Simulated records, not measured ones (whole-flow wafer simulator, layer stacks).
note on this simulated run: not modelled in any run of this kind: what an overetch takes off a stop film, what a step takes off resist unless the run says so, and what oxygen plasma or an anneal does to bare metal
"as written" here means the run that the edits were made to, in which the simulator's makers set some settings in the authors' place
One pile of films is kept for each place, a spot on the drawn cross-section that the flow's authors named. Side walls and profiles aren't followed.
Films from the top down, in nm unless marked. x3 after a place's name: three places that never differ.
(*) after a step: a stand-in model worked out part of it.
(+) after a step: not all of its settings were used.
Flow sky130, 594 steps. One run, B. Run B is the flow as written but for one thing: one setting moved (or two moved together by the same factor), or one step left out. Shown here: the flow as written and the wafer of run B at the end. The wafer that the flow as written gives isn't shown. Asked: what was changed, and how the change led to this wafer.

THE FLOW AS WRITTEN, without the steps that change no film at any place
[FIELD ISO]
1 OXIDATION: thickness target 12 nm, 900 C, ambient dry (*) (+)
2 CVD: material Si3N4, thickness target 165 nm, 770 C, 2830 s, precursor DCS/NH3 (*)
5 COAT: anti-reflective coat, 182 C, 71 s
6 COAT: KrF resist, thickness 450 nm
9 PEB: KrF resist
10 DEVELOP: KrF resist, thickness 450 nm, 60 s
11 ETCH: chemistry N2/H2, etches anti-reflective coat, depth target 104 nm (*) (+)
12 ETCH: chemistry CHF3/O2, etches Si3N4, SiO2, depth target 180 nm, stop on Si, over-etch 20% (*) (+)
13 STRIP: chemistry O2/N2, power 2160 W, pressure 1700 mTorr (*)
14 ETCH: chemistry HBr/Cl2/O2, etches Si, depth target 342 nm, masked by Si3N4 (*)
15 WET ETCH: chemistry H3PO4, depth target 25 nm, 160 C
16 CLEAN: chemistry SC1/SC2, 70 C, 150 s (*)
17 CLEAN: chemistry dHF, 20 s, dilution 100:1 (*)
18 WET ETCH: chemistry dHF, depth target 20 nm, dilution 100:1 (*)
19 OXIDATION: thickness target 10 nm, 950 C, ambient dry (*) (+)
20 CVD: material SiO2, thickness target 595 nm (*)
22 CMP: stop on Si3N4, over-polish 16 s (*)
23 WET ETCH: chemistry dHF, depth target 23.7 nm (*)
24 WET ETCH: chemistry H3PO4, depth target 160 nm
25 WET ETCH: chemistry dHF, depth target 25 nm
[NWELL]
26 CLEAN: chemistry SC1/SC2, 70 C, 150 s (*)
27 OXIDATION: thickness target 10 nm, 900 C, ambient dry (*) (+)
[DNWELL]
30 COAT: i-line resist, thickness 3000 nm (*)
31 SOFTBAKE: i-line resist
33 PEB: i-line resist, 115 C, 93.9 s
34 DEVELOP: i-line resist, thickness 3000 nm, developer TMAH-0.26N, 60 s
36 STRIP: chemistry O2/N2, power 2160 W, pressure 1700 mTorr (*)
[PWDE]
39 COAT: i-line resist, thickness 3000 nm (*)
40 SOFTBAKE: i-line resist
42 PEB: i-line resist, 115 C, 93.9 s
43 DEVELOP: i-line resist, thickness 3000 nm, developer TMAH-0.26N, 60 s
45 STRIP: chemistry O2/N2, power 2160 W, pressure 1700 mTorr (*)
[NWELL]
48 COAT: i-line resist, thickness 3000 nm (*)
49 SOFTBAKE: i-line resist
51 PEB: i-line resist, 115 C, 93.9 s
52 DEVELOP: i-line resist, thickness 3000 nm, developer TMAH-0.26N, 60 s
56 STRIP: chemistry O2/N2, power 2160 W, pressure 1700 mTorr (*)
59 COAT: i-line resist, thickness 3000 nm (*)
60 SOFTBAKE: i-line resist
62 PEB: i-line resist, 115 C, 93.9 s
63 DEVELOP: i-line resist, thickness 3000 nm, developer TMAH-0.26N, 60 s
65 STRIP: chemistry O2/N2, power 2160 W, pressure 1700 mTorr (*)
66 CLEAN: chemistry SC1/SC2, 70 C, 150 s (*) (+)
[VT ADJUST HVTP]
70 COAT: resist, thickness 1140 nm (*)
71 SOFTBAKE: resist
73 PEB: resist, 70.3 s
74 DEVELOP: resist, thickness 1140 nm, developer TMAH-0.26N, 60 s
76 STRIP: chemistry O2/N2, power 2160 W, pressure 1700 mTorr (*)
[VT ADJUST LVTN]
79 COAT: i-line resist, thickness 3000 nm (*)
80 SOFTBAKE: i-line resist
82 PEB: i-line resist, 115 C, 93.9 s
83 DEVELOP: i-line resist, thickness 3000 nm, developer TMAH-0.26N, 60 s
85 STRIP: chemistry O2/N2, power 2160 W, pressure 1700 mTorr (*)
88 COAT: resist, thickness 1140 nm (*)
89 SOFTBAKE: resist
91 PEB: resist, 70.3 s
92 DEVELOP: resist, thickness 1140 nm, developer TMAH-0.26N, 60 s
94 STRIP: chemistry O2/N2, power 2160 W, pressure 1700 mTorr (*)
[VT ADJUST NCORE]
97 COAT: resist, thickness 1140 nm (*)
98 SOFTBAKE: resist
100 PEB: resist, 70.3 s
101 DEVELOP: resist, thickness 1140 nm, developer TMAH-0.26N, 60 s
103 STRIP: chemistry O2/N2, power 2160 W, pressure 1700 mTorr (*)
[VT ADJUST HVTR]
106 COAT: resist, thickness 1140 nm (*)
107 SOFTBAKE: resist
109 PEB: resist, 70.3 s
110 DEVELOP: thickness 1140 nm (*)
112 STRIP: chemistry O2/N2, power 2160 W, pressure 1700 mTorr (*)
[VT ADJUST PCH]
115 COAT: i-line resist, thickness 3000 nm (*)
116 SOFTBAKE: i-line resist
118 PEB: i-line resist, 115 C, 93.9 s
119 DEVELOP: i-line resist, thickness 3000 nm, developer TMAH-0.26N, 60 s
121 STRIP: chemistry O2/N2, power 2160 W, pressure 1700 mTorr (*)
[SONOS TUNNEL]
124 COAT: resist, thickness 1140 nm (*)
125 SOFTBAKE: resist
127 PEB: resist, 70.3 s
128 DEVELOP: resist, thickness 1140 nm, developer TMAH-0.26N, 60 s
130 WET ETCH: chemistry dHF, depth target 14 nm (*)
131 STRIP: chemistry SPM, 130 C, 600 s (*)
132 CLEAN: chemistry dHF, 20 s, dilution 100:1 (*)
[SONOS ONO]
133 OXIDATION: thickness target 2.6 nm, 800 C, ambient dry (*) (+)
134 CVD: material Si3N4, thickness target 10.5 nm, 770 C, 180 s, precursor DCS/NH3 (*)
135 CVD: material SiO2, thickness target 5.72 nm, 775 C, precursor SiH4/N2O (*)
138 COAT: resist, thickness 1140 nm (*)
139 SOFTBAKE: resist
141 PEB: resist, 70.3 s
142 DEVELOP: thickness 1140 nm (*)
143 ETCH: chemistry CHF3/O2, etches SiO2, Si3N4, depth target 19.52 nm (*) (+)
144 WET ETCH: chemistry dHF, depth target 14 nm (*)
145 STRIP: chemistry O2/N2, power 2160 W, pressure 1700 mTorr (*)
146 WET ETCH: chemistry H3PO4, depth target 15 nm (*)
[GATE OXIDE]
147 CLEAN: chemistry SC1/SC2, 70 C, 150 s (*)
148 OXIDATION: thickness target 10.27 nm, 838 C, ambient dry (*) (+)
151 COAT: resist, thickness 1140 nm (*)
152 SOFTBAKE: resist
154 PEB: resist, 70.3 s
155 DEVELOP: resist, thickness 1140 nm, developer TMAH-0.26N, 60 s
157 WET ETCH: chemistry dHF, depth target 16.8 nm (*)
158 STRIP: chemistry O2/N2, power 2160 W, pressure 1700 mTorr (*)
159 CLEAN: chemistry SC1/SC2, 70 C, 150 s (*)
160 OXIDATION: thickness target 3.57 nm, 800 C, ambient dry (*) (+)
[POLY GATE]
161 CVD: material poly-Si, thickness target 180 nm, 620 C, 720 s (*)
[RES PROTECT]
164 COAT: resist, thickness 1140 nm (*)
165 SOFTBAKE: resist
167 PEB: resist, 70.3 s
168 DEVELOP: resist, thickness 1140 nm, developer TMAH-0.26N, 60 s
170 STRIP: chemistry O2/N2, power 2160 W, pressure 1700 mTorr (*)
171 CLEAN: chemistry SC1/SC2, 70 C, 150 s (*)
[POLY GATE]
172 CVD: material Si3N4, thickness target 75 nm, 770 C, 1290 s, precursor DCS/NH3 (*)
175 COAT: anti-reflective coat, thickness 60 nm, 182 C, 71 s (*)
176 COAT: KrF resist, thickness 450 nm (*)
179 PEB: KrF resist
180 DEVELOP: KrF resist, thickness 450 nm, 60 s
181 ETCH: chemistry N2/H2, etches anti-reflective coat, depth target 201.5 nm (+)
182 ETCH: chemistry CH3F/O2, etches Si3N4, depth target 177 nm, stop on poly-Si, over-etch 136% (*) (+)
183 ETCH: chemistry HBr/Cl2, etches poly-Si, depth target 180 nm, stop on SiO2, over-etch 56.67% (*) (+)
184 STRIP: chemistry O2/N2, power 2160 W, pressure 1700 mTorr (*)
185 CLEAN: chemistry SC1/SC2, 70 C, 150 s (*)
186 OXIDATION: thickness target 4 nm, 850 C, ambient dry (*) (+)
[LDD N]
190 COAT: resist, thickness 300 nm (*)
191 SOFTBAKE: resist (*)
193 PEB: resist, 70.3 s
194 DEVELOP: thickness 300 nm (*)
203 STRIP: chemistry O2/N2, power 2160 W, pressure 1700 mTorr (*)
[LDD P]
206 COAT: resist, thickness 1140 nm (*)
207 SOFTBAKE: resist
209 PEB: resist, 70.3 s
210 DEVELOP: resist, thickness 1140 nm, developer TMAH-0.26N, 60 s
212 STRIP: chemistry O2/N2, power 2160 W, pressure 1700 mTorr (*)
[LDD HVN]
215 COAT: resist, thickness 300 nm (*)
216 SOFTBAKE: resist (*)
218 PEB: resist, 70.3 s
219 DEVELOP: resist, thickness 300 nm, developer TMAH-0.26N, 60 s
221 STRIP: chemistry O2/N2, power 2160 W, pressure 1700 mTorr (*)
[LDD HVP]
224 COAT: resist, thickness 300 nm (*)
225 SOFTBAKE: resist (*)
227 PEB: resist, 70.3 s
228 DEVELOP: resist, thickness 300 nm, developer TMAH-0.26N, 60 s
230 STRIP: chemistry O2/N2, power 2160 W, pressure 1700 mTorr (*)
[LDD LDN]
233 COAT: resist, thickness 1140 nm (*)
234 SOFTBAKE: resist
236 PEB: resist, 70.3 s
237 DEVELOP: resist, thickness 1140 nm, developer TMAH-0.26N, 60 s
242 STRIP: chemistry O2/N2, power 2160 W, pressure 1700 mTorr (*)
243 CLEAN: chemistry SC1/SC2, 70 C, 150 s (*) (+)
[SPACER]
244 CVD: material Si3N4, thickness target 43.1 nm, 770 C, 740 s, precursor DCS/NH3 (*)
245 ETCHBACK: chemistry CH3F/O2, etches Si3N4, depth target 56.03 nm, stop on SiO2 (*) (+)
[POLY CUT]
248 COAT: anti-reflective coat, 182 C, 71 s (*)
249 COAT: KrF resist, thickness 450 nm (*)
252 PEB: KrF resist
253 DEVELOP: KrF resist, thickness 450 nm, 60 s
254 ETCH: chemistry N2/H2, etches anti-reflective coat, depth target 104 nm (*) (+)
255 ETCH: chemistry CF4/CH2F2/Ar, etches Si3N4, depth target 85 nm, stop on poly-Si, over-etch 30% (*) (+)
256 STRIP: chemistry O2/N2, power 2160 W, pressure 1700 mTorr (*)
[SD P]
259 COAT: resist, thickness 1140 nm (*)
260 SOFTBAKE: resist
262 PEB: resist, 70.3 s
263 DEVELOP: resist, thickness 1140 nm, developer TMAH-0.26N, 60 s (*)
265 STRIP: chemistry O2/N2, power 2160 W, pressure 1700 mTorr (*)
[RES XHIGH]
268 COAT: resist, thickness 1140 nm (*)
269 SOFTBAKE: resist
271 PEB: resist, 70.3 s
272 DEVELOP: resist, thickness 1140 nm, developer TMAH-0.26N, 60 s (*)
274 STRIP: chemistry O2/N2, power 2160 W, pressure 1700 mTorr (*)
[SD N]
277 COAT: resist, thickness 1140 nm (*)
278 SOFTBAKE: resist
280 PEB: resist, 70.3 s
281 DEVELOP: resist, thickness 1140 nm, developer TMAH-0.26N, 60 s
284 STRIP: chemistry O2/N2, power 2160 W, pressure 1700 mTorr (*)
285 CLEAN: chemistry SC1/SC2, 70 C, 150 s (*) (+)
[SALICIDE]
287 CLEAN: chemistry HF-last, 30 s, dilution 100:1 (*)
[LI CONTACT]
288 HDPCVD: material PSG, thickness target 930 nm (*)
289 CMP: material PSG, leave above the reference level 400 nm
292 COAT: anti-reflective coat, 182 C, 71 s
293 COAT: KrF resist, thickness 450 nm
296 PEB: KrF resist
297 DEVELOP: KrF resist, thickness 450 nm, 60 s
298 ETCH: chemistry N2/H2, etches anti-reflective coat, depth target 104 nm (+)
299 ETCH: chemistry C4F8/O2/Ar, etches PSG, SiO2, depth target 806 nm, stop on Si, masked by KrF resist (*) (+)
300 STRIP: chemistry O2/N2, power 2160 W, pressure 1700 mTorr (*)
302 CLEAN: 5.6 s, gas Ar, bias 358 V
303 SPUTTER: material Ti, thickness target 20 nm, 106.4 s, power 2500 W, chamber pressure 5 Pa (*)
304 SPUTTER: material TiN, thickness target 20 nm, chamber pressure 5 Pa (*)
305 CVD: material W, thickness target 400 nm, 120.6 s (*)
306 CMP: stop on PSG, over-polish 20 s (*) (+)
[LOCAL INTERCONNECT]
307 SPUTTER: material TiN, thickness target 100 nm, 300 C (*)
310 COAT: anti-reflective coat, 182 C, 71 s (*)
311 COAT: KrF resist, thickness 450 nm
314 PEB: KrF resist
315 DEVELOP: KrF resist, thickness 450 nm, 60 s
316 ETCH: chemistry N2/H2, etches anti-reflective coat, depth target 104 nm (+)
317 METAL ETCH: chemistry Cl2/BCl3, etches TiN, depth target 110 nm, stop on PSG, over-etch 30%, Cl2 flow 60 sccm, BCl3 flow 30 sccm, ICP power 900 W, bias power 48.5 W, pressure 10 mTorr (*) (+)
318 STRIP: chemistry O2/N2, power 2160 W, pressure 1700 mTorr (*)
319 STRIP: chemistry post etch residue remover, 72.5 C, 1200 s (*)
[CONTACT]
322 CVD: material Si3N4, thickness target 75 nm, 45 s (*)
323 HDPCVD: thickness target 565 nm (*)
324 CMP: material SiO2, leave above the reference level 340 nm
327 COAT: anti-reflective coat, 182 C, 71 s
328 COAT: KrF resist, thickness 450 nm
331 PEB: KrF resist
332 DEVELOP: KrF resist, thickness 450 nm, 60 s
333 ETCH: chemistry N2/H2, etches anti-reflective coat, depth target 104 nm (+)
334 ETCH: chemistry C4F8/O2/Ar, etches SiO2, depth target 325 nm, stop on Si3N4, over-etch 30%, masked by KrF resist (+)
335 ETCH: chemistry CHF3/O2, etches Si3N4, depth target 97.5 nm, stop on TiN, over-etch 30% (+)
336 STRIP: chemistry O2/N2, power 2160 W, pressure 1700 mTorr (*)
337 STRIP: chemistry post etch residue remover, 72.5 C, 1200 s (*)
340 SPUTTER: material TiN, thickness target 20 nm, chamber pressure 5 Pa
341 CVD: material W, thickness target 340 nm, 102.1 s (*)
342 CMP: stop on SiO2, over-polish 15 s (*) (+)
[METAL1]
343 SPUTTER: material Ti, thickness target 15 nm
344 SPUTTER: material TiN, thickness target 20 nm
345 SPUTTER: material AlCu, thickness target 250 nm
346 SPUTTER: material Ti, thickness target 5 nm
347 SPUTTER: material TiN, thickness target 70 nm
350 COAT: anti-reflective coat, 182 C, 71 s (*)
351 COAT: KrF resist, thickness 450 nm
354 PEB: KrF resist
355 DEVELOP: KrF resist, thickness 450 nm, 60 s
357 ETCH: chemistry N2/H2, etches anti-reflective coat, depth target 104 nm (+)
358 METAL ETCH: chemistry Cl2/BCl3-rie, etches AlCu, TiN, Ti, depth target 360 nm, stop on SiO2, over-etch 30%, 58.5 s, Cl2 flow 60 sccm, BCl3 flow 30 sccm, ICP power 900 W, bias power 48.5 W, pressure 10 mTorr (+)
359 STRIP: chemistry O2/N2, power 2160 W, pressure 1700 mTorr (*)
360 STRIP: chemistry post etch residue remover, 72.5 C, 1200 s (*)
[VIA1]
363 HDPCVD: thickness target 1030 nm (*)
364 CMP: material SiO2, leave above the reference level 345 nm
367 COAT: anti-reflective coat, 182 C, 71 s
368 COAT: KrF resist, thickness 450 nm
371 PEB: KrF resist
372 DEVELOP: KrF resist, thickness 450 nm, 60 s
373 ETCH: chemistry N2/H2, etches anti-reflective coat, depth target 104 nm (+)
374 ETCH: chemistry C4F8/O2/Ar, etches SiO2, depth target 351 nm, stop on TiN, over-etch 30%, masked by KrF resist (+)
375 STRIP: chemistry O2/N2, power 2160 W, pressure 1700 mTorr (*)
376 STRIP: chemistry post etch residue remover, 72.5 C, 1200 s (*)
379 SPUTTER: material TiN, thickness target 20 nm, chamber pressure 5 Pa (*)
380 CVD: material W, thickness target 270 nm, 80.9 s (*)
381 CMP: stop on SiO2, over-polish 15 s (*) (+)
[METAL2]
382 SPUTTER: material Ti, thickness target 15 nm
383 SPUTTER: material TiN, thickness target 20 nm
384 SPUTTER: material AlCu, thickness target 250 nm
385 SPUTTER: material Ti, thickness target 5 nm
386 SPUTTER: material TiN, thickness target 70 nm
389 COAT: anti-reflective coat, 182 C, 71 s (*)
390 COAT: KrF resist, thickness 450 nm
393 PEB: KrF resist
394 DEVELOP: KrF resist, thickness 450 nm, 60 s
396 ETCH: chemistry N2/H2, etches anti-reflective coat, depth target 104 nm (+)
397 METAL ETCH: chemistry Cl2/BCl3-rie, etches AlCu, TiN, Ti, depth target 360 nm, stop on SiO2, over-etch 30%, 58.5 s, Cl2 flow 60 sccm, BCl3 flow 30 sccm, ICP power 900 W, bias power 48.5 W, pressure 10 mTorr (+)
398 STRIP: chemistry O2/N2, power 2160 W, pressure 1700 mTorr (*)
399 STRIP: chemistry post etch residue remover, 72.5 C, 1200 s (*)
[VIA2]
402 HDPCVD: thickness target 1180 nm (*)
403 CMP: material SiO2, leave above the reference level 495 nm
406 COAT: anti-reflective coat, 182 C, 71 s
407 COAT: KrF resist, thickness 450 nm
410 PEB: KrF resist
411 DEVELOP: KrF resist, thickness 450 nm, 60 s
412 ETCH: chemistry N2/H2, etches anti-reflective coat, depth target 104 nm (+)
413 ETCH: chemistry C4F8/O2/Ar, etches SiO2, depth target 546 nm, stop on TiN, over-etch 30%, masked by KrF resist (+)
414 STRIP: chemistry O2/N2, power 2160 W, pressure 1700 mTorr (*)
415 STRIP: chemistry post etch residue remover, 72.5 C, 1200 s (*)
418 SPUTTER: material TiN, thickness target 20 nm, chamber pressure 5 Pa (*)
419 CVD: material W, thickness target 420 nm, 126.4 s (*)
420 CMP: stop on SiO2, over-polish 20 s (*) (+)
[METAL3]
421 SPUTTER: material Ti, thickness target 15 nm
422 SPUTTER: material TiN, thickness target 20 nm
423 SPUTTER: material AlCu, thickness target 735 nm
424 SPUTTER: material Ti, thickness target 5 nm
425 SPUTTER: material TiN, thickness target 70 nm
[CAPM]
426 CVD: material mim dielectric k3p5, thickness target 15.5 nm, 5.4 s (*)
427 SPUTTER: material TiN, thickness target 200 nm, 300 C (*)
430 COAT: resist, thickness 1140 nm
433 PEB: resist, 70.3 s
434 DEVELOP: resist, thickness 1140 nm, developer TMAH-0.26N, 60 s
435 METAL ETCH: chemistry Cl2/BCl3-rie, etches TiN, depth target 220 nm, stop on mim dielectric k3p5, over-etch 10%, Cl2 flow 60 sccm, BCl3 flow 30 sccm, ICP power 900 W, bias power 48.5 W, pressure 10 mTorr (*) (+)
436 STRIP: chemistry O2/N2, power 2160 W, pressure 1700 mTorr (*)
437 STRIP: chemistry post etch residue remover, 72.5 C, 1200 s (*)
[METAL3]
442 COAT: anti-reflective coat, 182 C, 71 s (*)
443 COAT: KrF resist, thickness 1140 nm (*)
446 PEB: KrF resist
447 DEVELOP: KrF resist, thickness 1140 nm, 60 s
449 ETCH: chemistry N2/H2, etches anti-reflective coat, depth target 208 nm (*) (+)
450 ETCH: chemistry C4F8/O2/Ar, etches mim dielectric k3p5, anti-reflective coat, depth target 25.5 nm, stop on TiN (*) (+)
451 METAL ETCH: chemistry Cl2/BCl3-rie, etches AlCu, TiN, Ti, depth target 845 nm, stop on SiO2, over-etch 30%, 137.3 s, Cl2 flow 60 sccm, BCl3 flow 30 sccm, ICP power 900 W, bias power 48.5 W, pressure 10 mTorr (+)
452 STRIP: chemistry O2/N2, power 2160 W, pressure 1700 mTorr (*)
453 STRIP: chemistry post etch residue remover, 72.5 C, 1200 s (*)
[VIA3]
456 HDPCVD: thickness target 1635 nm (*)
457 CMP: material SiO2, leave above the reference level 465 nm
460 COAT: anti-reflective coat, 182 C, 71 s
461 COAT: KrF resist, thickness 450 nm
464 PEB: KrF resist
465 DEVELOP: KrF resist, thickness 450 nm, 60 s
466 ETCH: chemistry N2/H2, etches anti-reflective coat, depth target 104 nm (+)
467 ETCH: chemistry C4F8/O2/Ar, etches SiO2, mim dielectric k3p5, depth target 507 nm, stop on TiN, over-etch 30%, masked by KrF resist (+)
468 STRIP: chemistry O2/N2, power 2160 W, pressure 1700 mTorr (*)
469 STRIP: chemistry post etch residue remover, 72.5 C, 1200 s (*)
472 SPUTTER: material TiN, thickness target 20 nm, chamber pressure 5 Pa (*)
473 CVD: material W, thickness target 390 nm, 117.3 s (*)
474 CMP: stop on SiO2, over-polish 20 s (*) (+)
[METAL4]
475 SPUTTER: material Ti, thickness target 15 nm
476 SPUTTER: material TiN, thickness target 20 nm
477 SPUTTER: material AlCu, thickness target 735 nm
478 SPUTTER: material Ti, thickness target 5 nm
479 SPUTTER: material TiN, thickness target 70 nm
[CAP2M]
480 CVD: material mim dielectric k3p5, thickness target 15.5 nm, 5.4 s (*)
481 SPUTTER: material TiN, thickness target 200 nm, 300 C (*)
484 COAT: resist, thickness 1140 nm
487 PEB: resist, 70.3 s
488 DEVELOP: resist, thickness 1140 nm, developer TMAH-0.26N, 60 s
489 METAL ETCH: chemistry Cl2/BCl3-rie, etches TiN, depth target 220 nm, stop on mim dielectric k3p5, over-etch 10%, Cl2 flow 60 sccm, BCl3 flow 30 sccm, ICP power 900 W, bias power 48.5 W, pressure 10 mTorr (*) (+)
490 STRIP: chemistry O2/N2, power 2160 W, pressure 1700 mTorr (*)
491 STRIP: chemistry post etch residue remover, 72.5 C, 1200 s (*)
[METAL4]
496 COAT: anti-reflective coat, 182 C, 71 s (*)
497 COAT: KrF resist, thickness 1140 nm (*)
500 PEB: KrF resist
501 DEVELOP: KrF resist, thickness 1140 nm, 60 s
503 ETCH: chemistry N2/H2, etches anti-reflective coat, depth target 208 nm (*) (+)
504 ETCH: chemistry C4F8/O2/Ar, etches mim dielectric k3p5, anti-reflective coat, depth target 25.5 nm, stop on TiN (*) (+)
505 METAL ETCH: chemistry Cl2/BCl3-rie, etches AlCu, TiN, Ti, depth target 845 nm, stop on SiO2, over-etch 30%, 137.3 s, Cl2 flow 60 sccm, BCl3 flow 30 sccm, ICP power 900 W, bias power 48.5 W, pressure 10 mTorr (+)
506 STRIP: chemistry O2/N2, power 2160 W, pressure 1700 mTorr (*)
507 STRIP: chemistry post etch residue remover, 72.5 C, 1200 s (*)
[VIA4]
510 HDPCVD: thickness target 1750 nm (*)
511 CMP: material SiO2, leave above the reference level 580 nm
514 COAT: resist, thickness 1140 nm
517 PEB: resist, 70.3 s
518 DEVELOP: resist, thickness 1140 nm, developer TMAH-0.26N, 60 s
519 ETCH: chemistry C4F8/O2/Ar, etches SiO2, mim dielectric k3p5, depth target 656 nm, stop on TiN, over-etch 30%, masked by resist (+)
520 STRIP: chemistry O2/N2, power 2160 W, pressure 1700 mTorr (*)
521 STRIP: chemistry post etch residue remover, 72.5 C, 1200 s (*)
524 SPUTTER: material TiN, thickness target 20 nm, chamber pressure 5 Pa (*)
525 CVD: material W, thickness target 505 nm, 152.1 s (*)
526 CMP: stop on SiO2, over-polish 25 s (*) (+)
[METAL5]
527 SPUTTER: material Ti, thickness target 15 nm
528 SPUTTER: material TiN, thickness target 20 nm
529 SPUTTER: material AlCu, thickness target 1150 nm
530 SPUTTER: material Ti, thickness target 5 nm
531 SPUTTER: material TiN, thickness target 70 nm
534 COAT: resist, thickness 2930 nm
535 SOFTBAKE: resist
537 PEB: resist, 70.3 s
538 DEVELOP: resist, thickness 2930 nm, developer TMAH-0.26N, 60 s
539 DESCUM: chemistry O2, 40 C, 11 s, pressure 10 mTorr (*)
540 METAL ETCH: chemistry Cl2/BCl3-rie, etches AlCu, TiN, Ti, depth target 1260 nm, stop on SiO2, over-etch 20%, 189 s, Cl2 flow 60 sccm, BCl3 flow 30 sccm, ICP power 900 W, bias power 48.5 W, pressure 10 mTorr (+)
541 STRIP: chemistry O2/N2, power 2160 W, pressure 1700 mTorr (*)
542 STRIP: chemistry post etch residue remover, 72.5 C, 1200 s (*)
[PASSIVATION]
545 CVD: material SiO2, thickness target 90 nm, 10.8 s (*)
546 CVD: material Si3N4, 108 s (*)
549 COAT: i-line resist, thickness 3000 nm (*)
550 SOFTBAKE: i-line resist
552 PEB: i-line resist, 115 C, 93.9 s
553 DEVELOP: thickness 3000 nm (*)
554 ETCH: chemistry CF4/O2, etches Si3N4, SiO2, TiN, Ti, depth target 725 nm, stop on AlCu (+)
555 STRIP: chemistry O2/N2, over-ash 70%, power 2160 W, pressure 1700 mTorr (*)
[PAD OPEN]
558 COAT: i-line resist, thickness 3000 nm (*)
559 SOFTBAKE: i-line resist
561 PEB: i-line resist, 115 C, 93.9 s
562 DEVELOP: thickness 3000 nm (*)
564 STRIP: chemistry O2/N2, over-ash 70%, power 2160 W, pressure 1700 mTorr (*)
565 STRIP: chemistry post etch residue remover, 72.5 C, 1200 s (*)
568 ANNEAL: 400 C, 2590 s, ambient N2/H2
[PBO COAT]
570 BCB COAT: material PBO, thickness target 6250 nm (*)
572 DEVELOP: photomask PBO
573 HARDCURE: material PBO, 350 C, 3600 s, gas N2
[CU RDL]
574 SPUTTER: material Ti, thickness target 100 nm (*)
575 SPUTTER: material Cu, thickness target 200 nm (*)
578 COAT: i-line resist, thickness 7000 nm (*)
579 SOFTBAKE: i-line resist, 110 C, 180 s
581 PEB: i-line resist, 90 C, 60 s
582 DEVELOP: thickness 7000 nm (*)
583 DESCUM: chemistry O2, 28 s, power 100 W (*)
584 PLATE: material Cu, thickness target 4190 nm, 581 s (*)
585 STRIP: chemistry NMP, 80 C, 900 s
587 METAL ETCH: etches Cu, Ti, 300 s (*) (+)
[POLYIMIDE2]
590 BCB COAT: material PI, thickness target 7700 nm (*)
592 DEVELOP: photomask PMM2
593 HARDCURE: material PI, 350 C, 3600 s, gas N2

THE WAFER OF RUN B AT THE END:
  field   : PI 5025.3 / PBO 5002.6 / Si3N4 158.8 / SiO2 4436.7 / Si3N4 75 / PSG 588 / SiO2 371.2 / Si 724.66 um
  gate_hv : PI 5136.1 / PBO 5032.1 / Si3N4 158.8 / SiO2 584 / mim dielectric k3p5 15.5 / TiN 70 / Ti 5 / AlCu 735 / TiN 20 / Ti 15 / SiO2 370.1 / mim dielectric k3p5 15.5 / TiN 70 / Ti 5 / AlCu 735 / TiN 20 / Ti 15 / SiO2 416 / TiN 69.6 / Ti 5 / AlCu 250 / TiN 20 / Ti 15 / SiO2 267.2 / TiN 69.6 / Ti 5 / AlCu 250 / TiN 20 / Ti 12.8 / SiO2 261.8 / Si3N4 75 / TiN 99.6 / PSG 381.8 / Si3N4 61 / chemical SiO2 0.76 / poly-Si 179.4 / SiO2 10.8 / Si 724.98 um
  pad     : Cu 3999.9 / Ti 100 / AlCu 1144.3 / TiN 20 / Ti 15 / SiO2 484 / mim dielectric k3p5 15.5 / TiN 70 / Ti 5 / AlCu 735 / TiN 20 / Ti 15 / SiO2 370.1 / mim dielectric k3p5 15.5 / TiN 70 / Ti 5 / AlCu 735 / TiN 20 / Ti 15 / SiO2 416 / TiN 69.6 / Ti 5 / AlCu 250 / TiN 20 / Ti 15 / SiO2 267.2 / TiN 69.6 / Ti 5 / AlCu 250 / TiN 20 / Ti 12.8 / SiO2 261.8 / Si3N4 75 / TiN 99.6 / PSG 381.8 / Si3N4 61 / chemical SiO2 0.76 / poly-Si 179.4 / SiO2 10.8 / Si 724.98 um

The cause: step 343, SPUTTER: thickness target 12.8 nm was run, where the flow has thickness target 15 nm.
It can be read off the wafer: gate_hv has Ti 12.8, and step 343 as written asks for 15 nm.

How the change led to this, step by step:
  343 SPUTTER: material Ti, thickness target 15 nm
      field, active, n_well and 188 more: Ti +12.8 (new film) (as written it would be: Ti +15 (new film))
  358 METAL ETCH: chemistry Cl2/BCl3-rie, etches AlCu, TiN, Ti, depth target 360 nm, stop on SiO2, over-etch 30%, 58.5 s, Cl2 flow 60 sccm, BCl3 flow 30 sccm, ICP power 900 W, bias power 48.5 W, pressure 10 mTorr (+)
      field, active, gate and 81 more: TiN -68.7 (all of it), Ti -5 (all of it), AlCu -250 (all of it), TiN -20 (all of it), Ti -12.8 (all of it), SiO2 -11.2 (as written it would be: TiN -68.7 (all of it), Ti -5 (all of it), AlCu -250 (all of it), TiN -20 (all of it), Ti -15 (all of it), SiO2 -10.9)
